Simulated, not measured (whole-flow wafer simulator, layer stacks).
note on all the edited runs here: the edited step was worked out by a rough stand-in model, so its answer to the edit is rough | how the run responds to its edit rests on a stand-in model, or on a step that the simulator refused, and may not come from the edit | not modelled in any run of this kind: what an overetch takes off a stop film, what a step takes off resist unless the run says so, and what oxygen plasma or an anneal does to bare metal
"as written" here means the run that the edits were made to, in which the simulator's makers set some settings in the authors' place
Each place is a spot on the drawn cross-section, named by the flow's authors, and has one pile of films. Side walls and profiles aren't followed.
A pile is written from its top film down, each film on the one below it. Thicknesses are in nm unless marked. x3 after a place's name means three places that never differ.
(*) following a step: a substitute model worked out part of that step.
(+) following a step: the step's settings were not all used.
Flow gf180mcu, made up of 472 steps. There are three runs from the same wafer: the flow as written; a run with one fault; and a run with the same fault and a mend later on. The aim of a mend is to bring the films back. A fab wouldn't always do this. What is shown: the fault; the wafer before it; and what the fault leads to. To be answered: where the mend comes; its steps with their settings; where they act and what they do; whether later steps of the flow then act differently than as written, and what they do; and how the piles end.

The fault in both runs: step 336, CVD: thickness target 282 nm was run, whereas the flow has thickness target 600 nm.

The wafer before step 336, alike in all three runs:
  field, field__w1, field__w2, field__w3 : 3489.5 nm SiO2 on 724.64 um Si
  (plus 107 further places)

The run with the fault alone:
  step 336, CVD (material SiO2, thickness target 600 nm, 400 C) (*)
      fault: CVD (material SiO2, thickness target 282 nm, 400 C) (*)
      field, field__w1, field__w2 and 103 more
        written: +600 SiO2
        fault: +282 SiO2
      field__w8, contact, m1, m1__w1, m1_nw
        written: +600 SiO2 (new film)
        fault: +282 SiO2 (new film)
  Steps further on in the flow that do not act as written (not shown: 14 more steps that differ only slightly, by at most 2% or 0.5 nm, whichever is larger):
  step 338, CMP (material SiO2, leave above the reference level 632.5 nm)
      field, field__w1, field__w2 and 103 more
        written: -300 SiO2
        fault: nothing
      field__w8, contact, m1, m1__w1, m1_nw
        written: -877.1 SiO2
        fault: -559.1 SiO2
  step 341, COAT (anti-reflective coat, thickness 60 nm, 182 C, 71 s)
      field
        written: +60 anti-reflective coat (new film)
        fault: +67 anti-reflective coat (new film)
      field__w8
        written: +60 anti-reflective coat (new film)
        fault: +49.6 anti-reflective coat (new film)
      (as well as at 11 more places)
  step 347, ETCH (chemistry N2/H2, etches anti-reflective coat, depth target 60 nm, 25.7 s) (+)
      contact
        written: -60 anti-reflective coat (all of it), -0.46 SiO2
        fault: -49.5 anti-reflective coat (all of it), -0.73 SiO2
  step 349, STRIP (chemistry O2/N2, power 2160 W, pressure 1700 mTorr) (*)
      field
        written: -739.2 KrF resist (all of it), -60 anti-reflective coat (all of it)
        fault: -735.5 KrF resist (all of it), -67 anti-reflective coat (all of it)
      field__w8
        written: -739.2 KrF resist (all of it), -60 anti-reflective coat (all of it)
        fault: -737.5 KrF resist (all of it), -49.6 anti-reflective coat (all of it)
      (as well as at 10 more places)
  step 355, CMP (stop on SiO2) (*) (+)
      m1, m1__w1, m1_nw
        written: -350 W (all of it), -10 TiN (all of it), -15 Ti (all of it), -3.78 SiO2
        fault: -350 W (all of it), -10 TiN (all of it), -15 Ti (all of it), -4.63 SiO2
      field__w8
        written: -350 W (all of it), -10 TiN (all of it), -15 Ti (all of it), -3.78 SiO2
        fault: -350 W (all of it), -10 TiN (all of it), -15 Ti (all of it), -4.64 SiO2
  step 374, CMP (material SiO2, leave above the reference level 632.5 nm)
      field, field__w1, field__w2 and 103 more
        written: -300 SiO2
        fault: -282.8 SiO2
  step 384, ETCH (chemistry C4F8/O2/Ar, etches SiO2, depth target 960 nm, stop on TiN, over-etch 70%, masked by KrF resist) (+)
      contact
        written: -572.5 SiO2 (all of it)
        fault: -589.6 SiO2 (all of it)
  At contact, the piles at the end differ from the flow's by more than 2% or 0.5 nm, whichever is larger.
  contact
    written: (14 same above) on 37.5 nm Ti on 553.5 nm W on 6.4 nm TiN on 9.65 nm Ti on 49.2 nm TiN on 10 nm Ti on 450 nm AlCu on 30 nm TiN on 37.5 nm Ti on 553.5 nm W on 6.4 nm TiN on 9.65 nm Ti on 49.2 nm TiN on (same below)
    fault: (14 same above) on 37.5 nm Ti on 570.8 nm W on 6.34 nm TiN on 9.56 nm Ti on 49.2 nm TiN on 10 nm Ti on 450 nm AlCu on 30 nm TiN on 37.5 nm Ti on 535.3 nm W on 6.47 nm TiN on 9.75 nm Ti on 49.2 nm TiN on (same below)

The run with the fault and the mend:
  After step 336 comes the mend.
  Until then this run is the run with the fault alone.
  step 336a, CVD (material SiO2, thickness target 318 nm, 400 C) (*) (the flow's step 336, run once more with other settings)
      field, field__w1, field__w2 and 108 more
        +318 SiO2
  Later steps of the flow that are run all act as written at every place that is followed.
  By the end, the piles equal the flow's at every place that both follow.
